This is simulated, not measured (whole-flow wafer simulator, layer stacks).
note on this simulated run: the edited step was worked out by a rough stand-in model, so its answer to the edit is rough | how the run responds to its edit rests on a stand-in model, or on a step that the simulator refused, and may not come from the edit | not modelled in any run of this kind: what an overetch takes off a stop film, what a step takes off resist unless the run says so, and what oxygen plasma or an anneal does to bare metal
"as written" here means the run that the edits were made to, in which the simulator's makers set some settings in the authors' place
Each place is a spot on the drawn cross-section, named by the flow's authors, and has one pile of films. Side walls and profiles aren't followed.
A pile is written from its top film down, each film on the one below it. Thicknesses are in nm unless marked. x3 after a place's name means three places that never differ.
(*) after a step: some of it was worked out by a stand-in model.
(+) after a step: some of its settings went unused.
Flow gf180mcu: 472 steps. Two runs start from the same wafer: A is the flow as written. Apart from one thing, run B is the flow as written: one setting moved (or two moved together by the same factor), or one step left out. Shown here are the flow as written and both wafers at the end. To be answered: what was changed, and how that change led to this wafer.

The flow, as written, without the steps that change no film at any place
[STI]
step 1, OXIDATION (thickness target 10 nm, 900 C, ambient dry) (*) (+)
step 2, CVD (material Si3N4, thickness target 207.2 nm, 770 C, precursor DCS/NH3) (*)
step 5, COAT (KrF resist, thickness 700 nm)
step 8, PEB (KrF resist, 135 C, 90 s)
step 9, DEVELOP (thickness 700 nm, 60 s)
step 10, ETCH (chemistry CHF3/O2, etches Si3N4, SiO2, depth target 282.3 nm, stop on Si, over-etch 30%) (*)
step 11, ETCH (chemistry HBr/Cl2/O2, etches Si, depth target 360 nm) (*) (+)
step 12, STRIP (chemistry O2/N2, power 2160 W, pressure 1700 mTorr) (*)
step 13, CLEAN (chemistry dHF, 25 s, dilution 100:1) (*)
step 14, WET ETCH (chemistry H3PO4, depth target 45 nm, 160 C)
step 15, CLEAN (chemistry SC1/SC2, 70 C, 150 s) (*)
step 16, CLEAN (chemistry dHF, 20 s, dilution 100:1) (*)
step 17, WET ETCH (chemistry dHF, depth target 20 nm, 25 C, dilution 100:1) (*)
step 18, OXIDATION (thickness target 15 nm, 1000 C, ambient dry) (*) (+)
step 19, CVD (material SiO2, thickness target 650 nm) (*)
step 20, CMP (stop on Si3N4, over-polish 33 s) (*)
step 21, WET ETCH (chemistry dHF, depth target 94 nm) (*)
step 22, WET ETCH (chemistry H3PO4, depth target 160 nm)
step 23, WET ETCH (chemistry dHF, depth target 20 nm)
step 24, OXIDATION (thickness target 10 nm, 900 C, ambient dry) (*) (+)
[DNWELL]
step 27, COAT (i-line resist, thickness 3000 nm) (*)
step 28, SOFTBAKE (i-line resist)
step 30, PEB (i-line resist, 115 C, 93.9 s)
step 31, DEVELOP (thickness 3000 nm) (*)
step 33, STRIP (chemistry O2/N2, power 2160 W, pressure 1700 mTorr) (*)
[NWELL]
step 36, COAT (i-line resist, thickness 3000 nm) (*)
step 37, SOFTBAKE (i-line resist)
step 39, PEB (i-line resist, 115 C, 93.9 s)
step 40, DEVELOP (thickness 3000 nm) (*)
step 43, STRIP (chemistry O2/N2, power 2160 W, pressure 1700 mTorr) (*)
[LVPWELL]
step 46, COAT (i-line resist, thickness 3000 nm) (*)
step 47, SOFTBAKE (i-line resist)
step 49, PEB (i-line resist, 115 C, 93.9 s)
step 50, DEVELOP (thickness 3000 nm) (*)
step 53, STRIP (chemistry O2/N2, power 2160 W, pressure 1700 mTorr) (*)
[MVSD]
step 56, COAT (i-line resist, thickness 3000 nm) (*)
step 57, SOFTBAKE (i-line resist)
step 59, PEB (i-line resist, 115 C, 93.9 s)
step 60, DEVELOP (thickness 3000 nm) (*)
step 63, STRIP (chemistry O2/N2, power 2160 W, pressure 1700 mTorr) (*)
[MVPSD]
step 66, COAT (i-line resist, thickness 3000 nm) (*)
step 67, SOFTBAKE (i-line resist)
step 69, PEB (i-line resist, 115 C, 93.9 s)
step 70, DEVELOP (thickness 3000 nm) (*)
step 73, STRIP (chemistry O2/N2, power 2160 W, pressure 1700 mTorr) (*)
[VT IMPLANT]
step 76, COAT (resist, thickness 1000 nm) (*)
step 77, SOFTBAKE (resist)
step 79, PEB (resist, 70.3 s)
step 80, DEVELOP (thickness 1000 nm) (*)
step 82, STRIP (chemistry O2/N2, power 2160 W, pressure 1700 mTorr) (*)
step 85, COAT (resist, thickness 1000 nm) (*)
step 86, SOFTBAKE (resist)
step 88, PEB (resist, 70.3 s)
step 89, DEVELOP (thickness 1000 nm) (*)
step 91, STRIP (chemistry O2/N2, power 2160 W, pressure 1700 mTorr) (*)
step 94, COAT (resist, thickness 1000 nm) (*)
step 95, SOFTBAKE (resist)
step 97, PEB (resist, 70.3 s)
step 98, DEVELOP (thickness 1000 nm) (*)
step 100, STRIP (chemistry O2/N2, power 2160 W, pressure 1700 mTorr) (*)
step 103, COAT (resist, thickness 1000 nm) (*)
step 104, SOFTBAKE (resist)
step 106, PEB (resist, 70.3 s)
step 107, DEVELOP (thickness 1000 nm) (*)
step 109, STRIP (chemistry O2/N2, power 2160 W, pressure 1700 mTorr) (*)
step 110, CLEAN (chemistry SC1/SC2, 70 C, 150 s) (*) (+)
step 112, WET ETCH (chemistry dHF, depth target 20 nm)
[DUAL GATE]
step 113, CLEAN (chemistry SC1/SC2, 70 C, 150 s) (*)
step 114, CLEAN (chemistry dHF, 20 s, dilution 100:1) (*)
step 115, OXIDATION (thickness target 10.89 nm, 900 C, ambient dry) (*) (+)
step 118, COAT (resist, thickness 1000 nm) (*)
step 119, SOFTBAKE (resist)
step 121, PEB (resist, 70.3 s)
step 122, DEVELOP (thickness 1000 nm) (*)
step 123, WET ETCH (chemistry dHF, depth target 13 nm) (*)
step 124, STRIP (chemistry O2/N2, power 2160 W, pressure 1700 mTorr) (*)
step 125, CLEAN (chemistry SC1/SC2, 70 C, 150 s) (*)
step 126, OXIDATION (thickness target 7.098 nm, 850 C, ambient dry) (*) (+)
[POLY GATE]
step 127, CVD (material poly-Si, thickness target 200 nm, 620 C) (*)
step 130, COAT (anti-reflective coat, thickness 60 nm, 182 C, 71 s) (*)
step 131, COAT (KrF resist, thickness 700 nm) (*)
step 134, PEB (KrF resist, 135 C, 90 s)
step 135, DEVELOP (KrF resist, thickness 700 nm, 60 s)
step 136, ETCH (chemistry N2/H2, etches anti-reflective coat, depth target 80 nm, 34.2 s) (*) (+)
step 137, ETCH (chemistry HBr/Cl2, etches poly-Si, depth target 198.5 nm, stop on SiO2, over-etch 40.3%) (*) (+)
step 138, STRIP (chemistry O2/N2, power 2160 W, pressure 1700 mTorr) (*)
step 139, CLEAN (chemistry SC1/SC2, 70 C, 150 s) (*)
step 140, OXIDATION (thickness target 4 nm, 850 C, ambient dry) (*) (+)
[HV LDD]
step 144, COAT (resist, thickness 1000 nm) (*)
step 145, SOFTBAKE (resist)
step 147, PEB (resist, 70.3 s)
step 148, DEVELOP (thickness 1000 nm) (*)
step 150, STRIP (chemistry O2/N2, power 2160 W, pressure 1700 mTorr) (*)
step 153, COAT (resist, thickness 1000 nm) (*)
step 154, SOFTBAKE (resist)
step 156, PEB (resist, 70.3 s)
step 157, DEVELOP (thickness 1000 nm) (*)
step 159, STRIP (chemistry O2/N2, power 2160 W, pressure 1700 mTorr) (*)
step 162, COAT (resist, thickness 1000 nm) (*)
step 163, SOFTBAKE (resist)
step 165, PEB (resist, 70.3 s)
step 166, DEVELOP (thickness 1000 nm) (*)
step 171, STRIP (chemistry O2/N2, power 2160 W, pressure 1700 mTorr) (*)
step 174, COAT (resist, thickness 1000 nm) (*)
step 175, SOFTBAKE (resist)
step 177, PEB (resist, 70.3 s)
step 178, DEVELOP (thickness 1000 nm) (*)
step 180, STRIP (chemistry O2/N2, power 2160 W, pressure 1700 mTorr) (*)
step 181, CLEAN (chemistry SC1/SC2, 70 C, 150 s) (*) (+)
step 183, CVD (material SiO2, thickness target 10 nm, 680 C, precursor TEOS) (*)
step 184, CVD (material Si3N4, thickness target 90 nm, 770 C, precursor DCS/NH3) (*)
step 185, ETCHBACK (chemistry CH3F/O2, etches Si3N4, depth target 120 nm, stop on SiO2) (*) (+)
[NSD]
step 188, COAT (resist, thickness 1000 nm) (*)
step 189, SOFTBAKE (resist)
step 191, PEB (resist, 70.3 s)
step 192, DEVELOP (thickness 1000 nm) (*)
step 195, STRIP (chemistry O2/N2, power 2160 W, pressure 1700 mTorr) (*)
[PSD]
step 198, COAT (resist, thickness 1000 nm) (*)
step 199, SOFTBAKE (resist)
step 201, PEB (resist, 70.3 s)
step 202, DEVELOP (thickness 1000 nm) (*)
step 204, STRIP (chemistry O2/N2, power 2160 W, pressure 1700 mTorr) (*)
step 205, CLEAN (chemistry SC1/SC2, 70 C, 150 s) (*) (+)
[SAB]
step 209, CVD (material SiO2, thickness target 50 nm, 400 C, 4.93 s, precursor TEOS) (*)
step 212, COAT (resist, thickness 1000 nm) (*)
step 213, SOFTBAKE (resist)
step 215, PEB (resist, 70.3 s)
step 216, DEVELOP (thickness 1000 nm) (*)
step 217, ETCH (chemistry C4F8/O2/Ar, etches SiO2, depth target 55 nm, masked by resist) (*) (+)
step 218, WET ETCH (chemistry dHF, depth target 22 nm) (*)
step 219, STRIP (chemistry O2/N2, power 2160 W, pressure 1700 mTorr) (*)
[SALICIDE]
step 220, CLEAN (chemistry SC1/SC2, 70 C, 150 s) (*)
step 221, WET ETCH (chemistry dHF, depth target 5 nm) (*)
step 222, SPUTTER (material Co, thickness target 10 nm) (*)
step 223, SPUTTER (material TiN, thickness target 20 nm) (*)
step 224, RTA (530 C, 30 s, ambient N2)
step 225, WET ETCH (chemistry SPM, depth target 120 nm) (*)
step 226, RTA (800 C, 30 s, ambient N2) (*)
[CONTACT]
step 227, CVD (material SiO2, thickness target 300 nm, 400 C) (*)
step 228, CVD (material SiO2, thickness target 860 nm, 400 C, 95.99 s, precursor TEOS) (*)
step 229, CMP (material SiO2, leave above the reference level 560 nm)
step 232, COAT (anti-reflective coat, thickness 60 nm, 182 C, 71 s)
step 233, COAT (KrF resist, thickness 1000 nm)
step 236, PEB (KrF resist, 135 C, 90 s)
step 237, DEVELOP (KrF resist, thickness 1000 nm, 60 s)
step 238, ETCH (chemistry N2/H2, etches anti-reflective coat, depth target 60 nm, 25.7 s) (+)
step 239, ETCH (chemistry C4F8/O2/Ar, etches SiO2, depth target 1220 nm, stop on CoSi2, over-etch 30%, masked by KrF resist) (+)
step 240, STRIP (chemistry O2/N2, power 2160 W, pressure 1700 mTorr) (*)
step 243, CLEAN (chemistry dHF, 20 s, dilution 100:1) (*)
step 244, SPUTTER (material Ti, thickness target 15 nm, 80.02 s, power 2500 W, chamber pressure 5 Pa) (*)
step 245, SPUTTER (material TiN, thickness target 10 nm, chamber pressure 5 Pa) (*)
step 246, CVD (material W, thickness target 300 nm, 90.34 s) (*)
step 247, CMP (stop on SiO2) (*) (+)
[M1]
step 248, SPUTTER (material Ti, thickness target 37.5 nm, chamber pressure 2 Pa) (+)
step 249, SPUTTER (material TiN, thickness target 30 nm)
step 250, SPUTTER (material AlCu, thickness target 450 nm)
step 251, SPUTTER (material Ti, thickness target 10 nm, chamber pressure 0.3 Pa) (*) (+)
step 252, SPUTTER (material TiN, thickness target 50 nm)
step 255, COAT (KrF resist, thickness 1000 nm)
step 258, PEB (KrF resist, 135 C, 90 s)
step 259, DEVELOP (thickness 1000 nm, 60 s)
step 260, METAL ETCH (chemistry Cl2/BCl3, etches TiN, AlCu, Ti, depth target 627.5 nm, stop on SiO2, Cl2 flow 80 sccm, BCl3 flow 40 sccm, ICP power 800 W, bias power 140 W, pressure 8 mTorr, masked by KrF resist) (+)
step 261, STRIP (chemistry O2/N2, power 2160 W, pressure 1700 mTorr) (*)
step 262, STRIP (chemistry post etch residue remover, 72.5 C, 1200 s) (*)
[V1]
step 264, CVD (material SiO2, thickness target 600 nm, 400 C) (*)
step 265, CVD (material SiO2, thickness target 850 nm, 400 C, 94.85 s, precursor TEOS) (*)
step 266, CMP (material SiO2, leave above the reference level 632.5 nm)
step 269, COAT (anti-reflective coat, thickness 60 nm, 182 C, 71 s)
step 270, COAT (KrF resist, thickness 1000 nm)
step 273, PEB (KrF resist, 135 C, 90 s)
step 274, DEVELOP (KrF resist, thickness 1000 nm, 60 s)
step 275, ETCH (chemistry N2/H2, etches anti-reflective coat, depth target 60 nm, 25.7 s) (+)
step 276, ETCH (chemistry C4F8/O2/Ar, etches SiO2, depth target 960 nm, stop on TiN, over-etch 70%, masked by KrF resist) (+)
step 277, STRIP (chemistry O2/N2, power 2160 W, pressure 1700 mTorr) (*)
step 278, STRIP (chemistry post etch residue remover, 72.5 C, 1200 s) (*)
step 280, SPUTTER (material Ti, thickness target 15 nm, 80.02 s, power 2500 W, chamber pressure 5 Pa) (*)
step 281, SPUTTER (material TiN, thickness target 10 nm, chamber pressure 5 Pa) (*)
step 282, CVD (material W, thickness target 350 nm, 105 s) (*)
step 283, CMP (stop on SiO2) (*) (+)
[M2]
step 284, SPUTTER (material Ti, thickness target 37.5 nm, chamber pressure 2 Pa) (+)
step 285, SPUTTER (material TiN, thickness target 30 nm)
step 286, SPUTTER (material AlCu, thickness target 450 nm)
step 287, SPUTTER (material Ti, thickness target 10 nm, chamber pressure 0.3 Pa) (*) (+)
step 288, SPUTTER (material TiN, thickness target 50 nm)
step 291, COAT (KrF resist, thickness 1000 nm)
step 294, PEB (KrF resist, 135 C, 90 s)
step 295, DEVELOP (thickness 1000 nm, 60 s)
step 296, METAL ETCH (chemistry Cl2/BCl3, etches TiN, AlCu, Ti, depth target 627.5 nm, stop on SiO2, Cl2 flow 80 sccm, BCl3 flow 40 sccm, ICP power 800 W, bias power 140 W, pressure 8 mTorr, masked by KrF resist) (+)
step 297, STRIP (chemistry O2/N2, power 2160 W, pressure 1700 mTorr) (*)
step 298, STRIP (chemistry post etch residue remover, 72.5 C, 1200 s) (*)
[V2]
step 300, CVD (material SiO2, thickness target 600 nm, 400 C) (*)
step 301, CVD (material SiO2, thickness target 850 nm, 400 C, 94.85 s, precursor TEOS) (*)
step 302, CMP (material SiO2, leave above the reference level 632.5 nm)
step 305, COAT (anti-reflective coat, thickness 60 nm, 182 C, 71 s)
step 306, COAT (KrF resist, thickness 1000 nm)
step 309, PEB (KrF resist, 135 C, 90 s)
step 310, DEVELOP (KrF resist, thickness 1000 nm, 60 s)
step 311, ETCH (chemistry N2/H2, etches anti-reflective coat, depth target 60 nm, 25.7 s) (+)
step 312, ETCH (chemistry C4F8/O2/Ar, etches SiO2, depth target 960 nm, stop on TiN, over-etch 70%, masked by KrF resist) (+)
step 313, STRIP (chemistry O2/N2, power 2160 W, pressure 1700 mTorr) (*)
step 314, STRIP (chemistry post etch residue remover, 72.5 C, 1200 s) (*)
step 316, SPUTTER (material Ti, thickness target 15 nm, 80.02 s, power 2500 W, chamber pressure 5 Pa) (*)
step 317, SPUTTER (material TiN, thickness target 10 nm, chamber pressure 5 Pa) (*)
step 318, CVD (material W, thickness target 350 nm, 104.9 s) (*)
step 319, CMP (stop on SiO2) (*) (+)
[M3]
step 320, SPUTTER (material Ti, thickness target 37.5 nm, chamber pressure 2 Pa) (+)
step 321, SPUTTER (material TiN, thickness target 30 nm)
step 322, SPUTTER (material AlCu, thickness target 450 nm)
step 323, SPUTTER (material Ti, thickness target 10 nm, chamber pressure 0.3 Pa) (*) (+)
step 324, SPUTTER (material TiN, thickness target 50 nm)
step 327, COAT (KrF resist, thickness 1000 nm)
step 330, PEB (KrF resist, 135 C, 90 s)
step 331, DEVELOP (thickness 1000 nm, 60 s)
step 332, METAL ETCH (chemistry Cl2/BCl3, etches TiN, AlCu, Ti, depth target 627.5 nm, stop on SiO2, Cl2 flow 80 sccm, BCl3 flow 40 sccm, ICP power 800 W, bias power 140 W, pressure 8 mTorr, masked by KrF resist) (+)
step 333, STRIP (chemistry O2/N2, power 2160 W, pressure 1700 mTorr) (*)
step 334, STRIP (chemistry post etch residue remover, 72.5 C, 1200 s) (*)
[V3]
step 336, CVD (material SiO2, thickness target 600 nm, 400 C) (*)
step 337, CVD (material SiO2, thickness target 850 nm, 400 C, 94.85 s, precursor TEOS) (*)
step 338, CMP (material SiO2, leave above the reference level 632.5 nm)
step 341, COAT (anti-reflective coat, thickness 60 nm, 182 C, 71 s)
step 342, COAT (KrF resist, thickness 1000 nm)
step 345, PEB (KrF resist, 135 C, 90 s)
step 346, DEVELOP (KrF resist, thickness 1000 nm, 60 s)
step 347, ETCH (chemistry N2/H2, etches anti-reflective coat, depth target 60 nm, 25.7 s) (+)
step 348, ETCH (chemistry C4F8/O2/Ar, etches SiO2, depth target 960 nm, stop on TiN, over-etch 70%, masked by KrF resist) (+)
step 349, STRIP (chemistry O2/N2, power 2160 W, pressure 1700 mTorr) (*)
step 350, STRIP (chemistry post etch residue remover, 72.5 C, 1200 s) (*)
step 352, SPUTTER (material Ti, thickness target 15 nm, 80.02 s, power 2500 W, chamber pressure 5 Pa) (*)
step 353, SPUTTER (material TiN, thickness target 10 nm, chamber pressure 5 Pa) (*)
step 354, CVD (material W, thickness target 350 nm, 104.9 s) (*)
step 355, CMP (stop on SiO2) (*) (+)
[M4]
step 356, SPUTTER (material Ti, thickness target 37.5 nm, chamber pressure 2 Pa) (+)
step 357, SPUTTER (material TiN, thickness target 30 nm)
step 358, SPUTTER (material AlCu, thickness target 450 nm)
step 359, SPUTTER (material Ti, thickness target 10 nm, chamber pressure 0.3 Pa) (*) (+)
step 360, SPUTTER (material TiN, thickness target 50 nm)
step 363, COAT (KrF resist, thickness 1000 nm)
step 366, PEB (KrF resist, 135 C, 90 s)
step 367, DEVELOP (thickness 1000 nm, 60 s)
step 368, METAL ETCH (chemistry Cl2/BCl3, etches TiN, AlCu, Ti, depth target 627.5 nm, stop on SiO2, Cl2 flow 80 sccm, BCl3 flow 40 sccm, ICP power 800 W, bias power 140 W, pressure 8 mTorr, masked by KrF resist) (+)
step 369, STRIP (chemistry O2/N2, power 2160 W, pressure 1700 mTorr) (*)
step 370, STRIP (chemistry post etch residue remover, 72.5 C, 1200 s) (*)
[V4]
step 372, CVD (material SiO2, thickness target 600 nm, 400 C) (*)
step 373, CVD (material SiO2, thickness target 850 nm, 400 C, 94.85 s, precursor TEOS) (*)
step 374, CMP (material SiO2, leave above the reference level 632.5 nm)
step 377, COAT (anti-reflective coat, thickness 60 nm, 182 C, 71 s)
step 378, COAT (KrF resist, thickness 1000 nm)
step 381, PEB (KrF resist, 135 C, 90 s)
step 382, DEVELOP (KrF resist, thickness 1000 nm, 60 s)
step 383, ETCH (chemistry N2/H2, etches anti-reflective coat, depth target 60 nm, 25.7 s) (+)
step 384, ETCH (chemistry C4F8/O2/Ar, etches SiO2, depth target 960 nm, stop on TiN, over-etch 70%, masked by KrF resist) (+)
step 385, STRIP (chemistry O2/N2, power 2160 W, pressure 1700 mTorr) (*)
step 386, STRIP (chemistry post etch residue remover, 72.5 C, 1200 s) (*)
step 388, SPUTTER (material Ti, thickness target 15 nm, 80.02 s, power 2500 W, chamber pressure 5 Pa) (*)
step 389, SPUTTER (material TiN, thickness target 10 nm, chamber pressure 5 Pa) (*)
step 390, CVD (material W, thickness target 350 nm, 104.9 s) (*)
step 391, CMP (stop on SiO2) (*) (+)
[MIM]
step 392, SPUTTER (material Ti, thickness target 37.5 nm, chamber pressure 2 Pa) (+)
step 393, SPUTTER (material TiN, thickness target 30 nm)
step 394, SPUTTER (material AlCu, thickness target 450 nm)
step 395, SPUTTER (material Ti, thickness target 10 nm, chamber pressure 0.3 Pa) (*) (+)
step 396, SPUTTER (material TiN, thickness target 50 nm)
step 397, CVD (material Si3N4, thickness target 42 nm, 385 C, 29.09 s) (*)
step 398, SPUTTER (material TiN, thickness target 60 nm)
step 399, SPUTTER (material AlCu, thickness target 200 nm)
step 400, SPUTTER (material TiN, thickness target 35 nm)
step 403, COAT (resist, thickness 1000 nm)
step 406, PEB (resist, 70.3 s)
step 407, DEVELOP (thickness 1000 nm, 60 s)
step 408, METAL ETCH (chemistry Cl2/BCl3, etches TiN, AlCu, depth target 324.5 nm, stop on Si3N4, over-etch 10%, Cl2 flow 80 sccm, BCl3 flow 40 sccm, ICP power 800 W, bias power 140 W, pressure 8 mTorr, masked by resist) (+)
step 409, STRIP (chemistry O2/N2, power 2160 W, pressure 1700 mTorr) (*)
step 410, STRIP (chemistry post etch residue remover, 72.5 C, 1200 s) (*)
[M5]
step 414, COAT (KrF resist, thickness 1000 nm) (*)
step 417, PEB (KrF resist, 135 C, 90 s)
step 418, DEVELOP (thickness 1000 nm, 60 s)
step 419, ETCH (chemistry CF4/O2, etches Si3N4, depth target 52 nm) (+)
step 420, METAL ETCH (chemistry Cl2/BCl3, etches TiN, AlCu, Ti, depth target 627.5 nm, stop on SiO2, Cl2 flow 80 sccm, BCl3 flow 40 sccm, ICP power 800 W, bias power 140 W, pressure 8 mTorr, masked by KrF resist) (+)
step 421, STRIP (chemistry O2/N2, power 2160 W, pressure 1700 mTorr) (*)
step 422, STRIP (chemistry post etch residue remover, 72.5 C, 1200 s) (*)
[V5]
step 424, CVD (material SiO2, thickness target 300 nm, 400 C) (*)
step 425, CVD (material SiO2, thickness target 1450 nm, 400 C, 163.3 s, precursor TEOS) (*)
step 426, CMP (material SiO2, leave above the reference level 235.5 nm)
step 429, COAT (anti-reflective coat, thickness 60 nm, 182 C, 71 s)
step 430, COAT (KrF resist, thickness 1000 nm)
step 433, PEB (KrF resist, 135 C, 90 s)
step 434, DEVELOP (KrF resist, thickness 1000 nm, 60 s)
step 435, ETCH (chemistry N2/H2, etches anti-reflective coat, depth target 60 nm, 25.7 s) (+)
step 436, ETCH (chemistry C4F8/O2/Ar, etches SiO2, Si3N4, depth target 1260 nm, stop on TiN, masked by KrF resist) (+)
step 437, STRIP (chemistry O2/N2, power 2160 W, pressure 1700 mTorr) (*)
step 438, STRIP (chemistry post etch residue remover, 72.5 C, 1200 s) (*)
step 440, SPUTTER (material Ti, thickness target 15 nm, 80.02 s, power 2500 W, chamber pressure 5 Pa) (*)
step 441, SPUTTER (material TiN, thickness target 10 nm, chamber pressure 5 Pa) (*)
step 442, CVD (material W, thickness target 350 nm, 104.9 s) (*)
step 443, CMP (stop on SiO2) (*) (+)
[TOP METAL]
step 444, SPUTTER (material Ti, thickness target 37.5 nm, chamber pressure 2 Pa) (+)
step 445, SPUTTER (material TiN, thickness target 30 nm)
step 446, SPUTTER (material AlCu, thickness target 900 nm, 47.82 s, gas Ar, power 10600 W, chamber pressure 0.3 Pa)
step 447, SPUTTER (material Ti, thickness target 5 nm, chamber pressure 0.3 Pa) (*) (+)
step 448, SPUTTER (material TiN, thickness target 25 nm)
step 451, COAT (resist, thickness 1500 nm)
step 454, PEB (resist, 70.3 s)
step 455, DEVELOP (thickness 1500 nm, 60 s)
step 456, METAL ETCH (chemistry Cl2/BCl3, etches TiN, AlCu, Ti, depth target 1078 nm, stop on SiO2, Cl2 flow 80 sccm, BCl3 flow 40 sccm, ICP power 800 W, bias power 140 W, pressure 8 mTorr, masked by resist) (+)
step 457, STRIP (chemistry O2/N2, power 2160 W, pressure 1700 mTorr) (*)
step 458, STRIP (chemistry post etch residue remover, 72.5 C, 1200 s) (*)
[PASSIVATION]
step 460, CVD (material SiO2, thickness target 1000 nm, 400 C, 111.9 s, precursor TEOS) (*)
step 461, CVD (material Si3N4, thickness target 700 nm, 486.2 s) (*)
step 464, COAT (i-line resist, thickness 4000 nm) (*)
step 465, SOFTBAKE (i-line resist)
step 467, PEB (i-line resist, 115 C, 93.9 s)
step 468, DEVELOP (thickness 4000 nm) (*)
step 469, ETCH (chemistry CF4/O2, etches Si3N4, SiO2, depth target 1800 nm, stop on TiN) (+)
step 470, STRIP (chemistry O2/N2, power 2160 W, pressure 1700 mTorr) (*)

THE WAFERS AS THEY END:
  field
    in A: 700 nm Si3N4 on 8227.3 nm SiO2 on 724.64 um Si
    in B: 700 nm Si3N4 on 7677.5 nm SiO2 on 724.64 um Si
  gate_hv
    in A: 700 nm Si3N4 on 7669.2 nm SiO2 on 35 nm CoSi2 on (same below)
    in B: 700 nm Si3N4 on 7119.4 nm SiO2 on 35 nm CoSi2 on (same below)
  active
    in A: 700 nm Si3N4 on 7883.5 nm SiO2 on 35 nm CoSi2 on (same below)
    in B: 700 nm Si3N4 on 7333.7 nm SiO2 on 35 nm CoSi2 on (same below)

What caused this: step 460, CVD: thickness target 440 nm was run, while the flow as written has thickness target 1000 nm; step 460, CVD: 49.26 s was run, where the flow has 111.9 s.

Step by step, how the change led to this:
  step 460, CVD (material SiO2, thickness target 1000 nm, 400 C, 111.9 s, precursor TEOS) (*)
      field, field__w1, field__w2 and 103 more: A SiO2 gains 1000 | B SiO2 gains 450.2
      field__w8, contact, m1, m1__w1, pad, m1_nw: A SiO2 gains 1000 (new film) | B SiO2 gains 450.2 (new film)
  step 465, SOFTBAKE (i-line resist)
      gate: A i-line resist gains 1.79 | B i-line resist loses 0.46
      ld_acc_p, ld_fp_p, ld_drift_p: A i-line resist gains 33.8 | B i-line resist gains 26.5
      (also at 57 further places)
  step 469, ETCH (chemistry CF4/O2, etches Si3N4, SiO2, depth target 1800 nm, stop on TiN) (+)
      field, field__w1, field__w2 and 108 more: A i-line resist loses 1200 | B i-line resist loses 1150.2
      pad: A Si3N4 loses 700 (all of it), SiO2 loses 1000 (all of it) | B Si3N4 loses 700 (all of it), SiO2 loses 450.2 (all of it)
  step 470, STRIP (chemistry O2/N2, power 2160 W, pressure 1700 mTorr) (*)
      field__w8, m1__w1: A i-line resist loses 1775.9 (all of it) | B i-line resist loses 1825.7 (all of it)
      contact: A i-line resist loses 1798.3 (all of it) | B i-line resist loses 1838.2 (all of it)
      (also at 2 further places)
